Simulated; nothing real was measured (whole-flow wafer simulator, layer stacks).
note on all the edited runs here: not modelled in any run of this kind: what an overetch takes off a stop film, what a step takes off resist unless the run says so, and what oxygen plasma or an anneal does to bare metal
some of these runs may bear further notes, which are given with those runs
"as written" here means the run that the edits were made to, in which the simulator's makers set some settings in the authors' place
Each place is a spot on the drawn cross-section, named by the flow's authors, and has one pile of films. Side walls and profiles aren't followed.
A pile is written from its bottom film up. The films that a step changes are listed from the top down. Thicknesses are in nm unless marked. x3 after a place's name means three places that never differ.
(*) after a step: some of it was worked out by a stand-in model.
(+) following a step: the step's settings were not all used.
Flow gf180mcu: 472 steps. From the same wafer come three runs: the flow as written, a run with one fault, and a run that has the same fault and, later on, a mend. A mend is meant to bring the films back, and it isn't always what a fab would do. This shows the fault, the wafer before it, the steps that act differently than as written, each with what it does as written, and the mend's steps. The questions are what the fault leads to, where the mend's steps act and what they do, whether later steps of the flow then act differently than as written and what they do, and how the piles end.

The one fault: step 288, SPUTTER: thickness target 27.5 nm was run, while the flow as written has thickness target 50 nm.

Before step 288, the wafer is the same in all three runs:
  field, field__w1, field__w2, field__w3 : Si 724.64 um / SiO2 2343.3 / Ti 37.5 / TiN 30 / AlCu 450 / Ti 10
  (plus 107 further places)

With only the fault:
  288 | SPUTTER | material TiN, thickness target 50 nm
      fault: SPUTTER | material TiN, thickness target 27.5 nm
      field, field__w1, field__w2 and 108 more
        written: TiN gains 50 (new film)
        fault: TiN gains 27.5 (new film)
  Steps later in the flow that act otherwise than as written (2 more steps, not shown, differ only slightly: by at most 2% or 0.5 nm, whichever is larger):
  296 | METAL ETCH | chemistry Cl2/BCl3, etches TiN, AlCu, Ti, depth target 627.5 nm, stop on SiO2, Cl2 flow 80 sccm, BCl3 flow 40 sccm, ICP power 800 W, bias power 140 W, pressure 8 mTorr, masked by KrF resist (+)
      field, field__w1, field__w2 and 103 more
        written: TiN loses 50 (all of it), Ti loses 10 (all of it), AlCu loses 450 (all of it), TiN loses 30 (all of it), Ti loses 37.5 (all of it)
        fault: TiN loses 27.5 (all of it), Ti loses 10 (all of it), AlCu loses 450 (all of it), TiN loses 30 (all of it), Ti loses 37.5 (all of it)
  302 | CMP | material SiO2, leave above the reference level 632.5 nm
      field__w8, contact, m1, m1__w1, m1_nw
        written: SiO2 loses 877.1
        fault: SiO2 loses 854.6
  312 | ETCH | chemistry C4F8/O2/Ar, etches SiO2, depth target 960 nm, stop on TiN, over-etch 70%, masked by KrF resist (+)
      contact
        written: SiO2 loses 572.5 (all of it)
        fault: SiO2 loses 595 (all of it)
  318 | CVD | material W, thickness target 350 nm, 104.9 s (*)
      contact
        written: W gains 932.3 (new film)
        fault: W gains 955 (new film)
  At field__w8, contact, m1, m1__w1, m1_nw, the piles at the end differ from the flow's by more than 2% or 0.5 nm, whichever is larger.
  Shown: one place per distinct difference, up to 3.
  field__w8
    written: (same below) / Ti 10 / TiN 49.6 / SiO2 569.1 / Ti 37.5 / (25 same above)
    fault: (same below) / Ti 10 / TiN 27.1 / SiO2 591.6 / Ti 37.5 / (25 same above)
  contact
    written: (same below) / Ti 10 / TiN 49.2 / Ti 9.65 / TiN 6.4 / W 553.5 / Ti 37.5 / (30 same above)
    fault: (same below) / Ti 10 / TiN 26.7 / Ti 9.53 / TiN 6.32 / W 576.2 / Ti 37.5 / (30 same above)

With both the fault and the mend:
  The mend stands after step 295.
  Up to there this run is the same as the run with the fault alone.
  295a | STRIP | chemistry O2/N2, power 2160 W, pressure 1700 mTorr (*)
      field__w8, contact, m1, m1__w1, m1_nw
        KrF resist loses 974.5 (all of it)
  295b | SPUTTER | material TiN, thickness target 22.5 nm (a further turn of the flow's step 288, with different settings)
      field, field__w1, field__w2 and 108 more
        TiN gains 22.5
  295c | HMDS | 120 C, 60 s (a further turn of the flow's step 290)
      leaves every film unchanged at each place that is followed
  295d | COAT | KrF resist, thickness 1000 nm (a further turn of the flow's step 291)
      field, field__w1, field__w2 and 108 more
        KrF resist gains 1000 (new film)
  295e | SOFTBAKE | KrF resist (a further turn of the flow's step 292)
      leaves every film unchanged at each place that is followed
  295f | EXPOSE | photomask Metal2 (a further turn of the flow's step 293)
      leaves every film unchanged at each place that is followed
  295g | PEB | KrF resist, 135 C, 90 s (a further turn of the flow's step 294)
      field, field__w1, field__w2 and 108 more
        KrF resist loses 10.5
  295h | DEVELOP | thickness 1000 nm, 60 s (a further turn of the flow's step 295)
      field, field__w1, field__w2 and 103 more
        KrF resist loses 989.5 (all of it)
      field__w8, contact, m1, m1__w1, m1_nw
        KrF resist loses 14.9
  None of the later steps of the flow acts differently than as written at any place that is followed.
  By the end, the piles equal the flow's at every place that both follow.
